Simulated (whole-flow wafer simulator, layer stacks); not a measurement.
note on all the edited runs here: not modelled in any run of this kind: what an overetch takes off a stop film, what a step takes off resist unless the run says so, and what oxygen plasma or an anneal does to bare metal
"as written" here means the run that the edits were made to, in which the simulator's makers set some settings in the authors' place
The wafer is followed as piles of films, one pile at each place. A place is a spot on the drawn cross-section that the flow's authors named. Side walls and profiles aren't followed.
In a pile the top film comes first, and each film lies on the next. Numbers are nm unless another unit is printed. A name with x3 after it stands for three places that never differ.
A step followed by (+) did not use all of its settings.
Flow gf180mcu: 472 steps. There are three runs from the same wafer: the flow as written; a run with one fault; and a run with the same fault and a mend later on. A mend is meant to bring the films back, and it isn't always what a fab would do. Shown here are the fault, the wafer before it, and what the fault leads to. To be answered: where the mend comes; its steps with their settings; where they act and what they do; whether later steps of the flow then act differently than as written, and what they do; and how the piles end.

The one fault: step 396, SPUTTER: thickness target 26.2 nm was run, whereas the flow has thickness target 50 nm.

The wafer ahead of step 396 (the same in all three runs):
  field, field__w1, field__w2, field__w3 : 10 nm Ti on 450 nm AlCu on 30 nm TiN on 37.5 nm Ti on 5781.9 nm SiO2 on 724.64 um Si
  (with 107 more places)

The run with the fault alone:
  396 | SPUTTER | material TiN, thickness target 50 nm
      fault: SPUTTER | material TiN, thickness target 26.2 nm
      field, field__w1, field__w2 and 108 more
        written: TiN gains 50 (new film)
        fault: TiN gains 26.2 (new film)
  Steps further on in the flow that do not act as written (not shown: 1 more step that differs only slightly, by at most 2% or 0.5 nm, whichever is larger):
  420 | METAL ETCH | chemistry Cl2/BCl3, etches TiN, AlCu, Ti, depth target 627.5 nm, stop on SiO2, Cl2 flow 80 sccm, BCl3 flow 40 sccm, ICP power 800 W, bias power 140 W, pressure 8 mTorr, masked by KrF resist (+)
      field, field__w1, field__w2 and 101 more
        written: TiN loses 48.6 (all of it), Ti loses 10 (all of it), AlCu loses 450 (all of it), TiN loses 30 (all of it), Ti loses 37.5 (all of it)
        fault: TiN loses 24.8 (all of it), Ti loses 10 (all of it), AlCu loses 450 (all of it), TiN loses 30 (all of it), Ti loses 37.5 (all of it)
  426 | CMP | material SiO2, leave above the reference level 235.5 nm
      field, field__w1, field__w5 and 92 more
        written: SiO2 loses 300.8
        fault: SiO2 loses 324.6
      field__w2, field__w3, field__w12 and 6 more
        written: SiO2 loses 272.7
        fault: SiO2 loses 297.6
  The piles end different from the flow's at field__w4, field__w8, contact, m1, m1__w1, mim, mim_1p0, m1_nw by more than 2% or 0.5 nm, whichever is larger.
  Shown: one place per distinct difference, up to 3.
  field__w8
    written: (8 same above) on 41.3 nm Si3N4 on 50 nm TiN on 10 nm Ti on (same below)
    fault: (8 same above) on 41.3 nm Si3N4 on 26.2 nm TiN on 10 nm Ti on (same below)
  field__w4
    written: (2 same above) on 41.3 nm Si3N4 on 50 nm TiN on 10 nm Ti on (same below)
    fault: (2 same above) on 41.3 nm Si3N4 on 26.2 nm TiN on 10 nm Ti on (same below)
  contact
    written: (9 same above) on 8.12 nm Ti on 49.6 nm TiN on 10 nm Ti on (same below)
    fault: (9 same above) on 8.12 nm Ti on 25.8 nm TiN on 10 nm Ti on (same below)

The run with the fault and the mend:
  After step 396 comes the mend.
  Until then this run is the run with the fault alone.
  396a | SPUTTER | material TiN, thickness target 23.8 nm (the flow's step 396 again, with other settings)
      field, field__w1, field__w2 and 108 more
        TiN gains 23.8
  Later steps of the flow that are run all act as written at every place that is followed.
  By the end, the piles equal the flow's at every place that both follow.
